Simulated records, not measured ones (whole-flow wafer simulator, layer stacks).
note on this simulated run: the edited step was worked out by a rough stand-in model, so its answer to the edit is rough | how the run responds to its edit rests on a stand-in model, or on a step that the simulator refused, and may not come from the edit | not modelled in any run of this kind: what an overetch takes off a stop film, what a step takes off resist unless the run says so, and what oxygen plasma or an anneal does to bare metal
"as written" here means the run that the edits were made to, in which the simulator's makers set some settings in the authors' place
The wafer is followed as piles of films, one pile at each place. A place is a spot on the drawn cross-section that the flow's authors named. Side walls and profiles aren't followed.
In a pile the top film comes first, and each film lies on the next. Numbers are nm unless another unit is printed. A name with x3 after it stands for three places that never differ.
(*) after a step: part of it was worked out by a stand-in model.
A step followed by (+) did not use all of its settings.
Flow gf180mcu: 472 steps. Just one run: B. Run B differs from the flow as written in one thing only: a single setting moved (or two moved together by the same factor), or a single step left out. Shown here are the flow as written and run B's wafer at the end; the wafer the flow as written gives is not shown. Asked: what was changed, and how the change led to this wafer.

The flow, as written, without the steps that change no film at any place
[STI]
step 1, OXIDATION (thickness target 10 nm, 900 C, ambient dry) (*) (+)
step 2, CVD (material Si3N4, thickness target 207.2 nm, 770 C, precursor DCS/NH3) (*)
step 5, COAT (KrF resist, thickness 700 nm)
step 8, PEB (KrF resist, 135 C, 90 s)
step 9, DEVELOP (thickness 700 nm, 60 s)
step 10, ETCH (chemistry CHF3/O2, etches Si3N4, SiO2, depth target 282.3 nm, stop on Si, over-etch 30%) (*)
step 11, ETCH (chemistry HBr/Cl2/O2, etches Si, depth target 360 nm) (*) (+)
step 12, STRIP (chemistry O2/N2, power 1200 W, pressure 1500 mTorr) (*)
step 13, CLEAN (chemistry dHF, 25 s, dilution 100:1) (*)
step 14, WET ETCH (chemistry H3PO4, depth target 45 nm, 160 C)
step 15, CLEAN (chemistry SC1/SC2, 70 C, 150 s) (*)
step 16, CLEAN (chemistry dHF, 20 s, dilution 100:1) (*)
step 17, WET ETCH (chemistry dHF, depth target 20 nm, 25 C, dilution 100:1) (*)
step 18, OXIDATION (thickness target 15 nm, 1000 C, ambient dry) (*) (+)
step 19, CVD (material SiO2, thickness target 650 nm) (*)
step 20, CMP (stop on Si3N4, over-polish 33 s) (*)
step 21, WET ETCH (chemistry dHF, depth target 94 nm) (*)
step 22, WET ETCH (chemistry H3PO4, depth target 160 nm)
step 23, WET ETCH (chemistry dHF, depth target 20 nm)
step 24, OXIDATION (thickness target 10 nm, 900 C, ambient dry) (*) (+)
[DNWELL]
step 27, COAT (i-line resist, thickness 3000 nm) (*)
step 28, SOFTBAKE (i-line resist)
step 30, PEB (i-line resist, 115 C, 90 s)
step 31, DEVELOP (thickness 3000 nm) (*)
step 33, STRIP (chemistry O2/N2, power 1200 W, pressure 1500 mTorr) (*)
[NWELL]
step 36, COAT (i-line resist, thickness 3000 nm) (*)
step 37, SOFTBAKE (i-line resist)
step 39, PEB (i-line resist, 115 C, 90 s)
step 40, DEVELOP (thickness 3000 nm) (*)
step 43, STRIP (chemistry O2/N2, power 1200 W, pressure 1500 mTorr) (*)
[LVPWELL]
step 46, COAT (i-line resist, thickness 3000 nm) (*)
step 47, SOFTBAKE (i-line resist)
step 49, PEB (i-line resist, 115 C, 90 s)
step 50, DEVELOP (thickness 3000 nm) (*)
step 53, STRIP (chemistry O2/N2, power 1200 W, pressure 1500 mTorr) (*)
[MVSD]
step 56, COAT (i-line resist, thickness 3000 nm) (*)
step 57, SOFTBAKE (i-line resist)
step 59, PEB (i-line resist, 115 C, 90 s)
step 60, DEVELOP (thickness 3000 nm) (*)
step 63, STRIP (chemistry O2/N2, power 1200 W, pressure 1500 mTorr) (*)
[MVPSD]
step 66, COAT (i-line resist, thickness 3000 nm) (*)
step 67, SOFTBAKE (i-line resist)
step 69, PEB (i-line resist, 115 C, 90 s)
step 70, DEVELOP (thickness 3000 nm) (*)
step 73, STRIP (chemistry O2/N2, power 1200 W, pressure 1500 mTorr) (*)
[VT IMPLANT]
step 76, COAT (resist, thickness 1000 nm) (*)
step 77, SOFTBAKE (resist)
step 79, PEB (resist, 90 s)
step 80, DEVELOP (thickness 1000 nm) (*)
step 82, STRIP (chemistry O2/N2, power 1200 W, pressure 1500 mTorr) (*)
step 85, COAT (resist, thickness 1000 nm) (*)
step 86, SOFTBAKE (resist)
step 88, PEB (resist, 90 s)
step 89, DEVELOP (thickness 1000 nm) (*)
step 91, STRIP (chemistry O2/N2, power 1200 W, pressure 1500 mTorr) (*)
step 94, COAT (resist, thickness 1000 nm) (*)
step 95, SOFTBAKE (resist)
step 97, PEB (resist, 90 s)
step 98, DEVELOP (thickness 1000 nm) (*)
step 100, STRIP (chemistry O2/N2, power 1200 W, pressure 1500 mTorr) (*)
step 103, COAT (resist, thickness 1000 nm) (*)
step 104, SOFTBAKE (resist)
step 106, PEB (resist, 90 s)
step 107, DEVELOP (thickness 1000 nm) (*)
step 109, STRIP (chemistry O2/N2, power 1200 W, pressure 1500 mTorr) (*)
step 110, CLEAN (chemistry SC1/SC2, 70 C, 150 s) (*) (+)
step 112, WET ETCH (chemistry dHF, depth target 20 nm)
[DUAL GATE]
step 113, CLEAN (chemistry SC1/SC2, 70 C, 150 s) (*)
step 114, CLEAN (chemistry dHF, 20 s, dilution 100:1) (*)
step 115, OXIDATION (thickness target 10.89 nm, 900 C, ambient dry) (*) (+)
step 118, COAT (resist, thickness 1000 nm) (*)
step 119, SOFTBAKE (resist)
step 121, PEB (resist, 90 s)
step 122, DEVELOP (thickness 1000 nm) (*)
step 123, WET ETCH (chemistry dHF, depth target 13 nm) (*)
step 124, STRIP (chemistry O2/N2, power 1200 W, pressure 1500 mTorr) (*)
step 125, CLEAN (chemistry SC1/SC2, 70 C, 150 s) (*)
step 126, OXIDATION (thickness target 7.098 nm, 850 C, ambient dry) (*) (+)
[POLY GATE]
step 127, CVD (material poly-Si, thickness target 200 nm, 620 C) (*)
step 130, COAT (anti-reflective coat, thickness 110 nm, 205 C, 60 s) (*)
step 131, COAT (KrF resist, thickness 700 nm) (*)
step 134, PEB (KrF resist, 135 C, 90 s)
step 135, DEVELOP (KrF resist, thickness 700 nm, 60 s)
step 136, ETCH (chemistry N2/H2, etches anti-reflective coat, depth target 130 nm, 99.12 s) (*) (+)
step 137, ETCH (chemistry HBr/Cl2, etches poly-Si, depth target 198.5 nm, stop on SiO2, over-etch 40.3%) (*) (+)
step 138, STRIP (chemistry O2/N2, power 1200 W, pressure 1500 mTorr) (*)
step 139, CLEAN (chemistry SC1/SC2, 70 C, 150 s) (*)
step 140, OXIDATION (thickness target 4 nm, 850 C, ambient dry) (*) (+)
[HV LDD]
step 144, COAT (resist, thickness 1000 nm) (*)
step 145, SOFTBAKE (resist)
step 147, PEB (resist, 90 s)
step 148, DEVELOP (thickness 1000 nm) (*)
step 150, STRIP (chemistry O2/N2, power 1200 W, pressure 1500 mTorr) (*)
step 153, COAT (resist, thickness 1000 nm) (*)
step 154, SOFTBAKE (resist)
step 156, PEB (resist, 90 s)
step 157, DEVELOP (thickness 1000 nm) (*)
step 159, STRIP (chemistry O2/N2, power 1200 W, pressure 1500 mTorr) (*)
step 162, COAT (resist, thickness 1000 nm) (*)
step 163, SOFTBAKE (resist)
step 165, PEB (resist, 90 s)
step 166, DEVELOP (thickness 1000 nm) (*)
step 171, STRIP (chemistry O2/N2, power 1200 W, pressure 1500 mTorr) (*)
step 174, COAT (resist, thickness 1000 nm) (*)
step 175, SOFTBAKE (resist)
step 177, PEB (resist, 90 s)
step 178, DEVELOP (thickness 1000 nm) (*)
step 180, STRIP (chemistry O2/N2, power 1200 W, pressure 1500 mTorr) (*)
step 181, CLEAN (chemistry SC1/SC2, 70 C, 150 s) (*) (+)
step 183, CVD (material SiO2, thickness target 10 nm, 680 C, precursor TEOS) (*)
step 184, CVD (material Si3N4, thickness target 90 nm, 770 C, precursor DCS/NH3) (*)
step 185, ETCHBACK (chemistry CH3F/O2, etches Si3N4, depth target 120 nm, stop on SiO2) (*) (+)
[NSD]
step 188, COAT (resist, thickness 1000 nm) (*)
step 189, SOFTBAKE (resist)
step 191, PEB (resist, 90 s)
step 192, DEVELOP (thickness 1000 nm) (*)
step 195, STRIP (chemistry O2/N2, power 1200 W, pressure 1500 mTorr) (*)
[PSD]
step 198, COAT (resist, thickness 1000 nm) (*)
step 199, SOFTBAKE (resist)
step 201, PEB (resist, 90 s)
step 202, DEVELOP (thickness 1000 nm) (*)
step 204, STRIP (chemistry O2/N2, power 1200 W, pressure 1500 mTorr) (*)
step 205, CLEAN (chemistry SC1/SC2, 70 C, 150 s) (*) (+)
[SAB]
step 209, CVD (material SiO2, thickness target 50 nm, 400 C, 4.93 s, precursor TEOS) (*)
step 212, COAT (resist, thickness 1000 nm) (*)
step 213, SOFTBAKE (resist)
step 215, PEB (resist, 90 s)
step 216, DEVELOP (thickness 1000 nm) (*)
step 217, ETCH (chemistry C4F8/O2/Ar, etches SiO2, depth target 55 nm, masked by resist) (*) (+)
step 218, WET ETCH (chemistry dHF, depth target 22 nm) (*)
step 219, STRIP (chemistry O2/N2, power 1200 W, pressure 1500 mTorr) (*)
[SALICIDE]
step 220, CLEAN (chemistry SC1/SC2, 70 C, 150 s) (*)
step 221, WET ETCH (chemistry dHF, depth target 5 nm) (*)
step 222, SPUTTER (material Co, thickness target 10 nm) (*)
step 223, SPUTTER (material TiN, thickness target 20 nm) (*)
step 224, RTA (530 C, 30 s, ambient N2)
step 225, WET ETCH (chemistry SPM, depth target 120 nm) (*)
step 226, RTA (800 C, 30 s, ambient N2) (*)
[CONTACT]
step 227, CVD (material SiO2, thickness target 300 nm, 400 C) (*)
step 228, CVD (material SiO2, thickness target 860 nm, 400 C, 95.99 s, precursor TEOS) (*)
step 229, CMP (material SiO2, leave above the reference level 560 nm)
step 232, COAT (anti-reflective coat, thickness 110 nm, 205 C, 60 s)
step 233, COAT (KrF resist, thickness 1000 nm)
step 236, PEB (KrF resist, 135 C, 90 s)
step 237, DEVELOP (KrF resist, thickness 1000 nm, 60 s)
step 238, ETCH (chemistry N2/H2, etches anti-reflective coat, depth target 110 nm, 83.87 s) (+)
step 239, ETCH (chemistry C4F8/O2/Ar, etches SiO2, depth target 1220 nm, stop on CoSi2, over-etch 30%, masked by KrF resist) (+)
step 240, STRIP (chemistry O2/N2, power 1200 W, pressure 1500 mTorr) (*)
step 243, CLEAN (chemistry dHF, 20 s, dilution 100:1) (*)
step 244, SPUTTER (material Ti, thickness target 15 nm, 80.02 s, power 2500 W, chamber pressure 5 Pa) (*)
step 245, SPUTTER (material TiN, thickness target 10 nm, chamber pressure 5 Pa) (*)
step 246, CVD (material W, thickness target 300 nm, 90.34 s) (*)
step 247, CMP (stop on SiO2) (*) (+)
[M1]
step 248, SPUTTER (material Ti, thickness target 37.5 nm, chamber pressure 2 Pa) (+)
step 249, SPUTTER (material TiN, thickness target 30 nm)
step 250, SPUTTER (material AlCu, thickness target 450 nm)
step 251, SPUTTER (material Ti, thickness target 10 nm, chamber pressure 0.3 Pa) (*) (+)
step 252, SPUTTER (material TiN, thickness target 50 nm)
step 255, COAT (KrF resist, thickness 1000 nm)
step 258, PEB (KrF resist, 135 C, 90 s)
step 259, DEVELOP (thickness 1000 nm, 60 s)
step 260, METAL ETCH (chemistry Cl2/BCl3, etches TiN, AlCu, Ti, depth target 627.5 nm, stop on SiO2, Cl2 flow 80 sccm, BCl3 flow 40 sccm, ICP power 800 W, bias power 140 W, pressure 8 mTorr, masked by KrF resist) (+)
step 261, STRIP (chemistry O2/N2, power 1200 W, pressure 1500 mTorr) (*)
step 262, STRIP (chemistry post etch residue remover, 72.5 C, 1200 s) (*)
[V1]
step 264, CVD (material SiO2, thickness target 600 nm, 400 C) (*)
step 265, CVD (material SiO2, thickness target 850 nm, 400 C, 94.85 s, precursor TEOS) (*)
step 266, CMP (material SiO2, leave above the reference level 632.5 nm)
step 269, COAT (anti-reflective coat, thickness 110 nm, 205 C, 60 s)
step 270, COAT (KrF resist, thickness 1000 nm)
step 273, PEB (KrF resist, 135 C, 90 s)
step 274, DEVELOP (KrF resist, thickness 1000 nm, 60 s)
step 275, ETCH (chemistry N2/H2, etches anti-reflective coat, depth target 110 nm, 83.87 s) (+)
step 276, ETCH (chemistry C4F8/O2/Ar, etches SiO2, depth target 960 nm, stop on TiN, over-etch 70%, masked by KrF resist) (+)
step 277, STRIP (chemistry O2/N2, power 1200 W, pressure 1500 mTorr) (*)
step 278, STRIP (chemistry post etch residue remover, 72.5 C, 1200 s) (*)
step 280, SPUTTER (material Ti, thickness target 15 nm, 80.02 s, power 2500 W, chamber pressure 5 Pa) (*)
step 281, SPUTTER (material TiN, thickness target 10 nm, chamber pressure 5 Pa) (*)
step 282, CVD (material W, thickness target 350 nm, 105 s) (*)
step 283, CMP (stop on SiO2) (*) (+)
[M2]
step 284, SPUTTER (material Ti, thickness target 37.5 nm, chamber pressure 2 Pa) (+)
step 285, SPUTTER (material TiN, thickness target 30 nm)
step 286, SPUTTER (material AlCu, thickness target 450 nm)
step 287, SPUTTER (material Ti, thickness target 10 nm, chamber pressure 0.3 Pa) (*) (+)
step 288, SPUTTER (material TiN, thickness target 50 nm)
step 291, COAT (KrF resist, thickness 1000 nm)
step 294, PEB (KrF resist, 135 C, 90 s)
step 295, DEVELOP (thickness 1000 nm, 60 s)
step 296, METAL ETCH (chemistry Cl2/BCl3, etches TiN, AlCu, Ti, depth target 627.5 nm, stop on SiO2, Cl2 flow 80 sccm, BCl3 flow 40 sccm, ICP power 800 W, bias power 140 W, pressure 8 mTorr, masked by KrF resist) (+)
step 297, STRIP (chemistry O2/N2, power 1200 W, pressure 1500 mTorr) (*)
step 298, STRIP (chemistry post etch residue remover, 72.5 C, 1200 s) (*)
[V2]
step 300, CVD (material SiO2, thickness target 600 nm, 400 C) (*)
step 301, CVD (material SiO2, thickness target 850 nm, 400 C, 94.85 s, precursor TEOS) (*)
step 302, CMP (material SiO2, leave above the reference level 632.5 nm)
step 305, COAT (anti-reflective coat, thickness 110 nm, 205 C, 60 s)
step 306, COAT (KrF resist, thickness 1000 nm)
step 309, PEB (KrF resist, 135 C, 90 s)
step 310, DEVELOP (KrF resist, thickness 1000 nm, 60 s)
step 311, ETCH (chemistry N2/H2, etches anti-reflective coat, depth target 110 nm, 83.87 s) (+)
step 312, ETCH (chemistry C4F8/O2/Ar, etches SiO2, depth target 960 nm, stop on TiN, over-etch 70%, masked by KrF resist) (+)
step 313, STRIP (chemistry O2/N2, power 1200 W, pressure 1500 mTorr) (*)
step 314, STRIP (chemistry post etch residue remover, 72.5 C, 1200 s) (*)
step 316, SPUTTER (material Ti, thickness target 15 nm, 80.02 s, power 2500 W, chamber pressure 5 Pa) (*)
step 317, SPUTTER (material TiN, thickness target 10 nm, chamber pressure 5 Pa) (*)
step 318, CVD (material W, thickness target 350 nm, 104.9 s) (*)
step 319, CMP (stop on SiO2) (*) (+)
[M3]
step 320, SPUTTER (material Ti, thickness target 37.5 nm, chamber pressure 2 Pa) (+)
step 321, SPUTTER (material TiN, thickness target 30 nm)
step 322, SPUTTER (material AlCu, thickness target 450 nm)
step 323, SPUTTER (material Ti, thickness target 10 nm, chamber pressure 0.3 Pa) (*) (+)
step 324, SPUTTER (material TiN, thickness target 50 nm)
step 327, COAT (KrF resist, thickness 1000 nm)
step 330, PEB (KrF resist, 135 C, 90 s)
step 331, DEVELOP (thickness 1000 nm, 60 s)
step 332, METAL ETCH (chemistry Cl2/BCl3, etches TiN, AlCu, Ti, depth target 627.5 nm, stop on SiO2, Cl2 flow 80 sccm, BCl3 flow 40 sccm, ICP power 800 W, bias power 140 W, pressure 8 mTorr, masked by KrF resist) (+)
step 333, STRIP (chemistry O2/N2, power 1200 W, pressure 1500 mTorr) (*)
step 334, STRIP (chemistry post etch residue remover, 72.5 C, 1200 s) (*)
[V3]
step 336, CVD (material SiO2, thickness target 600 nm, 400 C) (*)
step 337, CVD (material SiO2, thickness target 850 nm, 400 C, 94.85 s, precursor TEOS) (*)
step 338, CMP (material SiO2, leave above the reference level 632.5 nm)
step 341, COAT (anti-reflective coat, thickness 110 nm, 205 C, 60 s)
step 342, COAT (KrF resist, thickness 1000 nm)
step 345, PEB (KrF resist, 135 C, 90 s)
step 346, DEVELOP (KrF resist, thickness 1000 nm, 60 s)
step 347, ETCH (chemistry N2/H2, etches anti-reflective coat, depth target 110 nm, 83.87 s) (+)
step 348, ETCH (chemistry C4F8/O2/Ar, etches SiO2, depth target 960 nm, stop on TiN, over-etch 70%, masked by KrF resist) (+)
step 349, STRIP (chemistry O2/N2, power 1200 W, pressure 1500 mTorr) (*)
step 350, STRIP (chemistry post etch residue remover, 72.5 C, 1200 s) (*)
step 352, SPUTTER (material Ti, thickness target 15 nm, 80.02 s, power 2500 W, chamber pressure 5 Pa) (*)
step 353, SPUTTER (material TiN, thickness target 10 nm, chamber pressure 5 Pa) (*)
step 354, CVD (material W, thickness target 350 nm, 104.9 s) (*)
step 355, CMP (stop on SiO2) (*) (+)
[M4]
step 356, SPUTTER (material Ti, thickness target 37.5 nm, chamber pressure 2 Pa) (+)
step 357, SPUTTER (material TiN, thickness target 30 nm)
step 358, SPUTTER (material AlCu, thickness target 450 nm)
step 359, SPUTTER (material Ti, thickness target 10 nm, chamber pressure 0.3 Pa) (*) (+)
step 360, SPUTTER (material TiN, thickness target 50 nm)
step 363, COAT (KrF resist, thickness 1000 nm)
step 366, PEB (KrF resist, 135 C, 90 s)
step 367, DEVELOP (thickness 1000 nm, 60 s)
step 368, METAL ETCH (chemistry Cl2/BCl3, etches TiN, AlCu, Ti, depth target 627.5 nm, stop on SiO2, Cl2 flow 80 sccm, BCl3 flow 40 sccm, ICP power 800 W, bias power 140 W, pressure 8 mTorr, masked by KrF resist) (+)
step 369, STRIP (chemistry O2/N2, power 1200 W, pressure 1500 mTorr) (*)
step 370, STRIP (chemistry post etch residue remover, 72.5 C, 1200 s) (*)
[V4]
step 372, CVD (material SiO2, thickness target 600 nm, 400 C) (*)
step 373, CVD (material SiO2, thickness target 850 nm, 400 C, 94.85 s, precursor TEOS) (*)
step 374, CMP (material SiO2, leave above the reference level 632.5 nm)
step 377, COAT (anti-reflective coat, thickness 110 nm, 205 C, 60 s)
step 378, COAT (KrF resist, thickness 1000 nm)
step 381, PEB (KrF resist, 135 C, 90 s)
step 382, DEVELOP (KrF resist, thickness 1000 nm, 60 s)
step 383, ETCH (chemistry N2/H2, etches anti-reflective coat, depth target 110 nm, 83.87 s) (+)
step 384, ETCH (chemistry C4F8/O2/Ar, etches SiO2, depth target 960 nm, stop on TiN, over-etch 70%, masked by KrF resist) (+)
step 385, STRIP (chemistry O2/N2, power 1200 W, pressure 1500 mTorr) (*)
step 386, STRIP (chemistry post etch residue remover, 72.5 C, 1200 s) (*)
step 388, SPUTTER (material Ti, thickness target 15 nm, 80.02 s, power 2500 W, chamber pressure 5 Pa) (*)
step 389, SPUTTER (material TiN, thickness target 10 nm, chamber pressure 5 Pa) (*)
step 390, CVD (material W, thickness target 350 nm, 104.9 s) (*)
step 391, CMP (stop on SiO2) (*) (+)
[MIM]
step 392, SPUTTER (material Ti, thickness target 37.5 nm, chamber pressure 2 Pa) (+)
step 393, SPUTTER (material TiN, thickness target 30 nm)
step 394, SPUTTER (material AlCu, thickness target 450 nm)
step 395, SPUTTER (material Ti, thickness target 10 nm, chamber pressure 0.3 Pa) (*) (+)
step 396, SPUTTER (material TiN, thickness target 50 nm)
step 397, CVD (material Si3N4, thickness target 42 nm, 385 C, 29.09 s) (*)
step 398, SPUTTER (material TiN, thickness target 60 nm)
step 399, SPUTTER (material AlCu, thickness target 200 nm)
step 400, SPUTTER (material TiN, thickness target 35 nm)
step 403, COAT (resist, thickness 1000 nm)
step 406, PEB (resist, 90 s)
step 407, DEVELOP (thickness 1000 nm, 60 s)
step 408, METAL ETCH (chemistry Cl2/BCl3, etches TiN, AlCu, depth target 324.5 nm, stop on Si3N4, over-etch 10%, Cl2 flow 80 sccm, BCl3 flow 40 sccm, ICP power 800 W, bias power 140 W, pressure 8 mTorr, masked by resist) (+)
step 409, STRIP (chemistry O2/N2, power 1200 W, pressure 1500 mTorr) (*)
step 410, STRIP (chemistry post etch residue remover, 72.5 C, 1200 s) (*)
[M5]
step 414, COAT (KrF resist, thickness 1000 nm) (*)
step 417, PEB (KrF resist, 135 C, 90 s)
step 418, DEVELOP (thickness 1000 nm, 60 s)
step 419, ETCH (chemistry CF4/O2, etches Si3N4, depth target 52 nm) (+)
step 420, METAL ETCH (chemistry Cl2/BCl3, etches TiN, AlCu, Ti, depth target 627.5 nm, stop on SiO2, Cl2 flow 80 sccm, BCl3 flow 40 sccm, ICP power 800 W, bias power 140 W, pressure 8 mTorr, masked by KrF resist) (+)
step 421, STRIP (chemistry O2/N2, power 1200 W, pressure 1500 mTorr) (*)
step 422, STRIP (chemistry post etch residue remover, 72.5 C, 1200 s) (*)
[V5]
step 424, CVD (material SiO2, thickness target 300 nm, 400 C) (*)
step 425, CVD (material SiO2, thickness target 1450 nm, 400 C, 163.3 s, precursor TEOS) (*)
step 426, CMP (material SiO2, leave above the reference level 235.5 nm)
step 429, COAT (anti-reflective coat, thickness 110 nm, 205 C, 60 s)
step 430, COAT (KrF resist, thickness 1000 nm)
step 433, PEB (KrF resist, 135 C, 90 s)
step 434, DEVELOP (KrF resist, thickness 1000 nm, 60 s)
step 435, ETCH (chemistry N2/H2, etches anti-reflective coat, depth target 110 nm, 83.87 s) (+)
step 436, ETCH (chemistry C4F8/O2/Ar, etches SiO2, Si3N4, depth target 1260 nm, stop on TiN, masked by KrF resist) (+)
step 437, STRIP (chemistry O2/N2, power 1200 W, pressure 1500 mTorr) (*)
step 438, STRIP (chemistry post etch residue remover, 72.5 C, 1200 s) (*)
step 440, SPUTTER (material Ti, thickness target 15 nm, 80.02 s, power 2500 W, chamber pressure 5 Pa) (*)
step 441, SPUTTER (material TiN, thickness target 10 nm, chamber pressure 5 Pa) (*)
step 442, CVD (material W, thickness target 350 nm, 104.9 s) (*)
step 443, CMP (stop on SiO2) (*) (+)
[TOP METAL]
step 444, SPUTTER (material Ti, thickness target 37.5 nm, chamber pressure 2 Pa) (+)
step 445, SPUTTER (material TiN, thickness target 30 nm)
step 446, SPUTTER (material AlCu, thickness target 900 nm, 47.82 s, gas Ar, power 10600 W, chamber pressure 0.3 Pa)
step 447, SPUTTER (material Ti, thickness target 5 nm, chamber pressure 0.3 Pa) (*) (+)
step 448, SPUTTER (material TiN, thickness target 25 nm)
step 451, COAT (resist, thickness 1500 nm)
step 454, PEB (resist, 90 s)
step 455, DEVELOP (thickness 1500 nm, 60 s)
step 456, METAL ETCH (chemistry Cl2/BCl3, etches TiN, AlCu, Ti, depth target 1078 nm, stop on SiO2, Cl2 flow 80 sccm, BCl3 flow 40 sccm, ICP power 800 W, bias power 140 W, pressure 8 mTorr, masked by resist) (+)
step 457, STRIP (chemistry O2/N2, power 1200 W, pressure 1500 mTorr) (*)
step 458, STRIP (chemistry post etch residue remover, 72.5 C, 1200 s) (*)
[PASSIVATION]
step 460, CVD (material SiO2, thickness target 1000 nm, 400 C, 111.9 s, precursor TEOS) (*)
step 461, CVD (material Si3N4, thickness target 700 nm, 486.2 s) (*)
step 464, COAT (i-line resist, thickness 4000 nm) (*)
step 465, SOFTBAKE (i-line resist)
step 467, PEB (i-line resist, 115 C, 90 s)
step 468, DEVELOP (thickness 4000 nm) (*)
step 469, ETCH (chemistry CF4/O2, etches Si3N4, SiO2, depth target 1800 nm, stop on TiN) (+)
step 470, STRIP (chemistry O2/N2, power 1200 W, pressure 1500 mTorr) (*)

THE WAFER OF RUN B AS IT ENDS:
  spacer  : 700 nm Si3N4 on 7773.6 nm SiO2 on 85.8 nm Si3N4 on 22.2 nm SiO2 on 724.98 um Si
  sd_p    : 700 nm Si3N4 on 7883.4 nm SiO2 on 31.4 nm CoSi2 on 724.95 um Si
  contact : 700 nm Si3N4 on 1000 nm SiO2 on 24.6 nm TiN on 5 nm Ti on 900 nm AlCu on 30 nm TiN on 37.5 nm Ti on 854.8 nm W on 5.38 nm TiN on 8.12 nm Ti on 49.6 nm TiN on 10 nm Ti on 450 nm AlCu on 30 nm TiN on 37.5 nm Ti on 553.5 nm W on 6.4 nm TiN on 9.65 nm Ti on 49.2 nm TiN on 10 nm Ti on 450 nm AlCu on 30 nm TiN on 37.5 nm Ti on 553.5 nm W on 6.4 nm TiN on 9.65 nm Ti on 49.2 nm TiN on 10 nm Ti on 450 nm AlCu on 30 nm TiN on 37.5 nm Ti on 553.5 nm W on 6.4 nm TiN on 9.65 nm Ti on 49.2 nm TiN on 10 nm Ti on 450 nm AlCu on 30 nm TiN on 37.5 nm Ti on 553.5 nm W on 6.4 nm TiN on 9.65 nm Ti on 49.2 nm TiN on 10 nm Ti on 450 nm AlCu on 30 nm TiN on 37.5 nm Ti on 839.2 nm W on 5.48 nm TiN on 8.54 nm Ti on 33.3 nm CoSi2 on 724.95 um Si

The reason: step 183, CVD: thickness target 15 nm was run, though the flow has thickness target 10 nm.

How this came from the change, step by step:
  step 183, CVD (material SiO2, thickness target 10 nm, 680 C, precursor TEOS) (*)
      field, field__w1, field__w2 and 99 more: SiO2 gains 15 (in the flow as written it would be: SiO2 gains 10)
      ld_drift_p: SiO2 gains 14.8 (in the flow as written it would be: SiO2 gains 9.87)
      (also at 1 further place)
  step 189, SOFTBAKE (resist)
      field__w9: resist loses 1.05 (in the flow as written it would be: resist gains 1.85)
  step 199, SOFTBAKE (resist)
      field__w9: resist loses 1.05 (in the flow as written it would be: resist gains 1.85)
  step 218, WET ETCH (chemistry dHF, depth target 22 nm) (*)
      gate, gate_hv, gate_p and 23 more: SiO2 loses 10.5 (all of it) (in the flow as written it would be: SiO2 loses 5.48 (all of it))
      field__w7, field__w8, field__w11 and 12 more: SiO2 loses 25.4 (in the flow as written it would be: SiO2 loses 24.6)
      (also at 57 further places)
  step 229, CMP (material SiO2, leave above the reference level 560 nm)
      field__w2: SiO2 loses 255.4 (in the flow as written it would be: SiO2 loses 250.1)
      field__w3: SiO2 loses 237.7 (in the flow as written it would be: SiO2 loses 232.4)
      (also at 3 further places)
